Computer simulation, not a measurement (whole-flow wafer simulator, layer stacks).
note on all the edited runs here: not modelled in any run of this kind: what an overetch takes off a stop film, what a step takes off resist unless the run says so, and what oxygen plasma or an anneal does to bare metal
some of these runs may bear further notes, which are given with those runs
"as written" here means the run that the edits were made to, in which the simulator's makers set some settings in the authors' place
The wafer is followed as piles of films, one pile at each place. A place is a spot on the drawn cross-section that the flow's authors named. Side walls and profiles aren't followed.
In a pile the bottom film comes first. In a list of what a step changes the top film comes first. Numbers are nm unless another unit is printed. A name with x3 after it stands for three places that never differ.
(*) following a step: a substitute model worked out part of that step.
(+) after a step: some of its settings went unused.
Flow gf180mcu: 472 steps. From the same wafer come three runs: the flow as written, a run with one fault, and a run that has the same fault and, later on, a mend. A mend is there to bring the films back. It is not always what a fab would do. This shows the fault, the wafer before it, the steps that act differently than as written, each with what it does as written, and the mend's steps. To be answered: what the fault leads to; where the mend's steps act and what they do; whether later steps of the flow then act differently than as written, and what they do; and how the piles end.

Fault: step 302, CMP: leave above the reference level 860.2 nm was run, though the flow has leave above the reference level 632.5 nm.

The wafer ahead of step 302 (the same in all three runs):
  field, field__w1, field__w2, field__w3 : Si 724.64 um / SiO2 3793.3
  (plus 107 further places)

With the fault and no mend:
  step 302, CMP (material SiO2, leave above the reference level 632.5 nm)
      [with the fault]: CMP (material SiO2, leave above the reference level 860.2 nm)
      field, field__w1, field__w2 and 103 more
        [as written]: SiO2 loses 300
        [with the fault]: SiO2 loses 72.3
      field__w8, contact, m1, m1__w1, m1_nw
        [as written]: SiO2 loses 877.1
        [with the fault]: SiO2 loses 649.4
  Steps further on in the flow that do not act as written:
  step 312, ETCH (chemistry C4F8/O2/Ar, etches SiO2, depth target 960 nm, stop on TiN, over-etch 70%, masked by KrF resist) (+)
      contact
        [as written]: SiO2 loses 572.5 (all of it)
        [with the fault]: SiO2 loses 800.2 (all of it)
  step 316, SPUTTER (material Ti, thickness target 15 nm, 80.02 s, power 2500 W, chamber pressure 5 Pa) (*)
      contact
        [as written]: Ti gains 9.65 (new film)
        [with the fault]: Ti gains 8.46 (new film)
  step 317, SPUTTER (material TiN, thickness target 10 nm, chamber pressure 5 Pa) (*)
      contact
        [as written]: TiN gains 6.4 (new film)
        [with the fault]: TiN gains 5.61 (new film)
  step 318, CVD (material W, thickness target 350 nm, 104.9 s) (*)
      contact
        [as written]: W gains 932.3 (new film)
        [with the fault]: W gains 1162 (new film)
  The piles end different from the flow's at field, field__w1, field__w2 and 109 more by more than 2% or 0.5 nm, whichever is larger.
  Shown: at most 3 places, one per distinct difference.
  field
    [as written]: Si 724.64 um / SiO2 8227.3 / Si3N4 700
    [with the fault]: Si 724.64 um / SiO2 8455 / Si3N4 700
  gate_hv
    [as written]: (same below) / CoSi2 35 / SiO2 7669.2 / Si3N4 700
    [with the fault]: (same below) / CoSi2 35 / SiO2 7896.9 / Si3N4 700
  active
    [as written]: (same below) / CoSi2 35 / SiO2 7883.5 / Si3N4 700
    [with the fault]: (same below) / CoSi2 35 / SiO2 8111.2 / Si3N4 700

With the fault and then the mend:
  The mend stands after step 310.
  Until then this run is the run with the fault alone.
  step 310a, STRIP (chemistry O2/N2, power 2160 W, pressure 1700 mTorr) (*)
      field, field__w1, field__w2 and 107 more
        KrF resist loses 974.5 (all of it), anti-reflective coat loses 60 (all of it)
      contact
        anti-reflective coat loses 60 (all of it)
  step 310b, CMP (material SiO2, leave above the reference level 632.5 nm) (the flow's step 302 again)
      field, field__w1, field__w2 and 108 more
        SiO2 loses 227.7
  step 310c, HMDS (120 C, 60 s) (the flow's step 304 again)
      leaves every film unchanged at each place that is followed
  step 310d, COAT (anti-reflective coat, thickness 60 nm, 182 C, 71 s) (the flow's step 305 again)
      field, field__w1, field__w2 and 108 more
        anti-reflective coat gains 60 (new film)
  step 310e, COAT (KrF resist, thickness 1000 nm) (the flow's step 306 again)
      field, field__w1, field__w2 and 108 more
        KrF resist gains 1000 (new film)
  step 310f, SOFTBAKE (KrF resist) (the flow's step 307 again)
      leaves every film unchanged at each place that is followed
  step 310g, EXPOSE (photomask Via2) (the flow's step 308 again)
      leaves every film unchanged at each place that is followed
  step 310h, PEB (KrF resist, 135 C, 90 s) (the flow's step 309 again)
      field, field__w1, field__w2 and 108 more
        KrF resist loses 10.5
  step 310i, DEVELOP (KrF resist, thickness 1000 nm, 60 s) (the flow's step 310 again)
      field, field__w1, field__w2 and 107 more
        KrF resist loses 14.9
      contact
        KrF resist loses 989.5 (all of it)
  None of the later steps of the flow acts differently than as written at any place that is followed.
  By the end, the piles equal the flow's at every place that both follow.
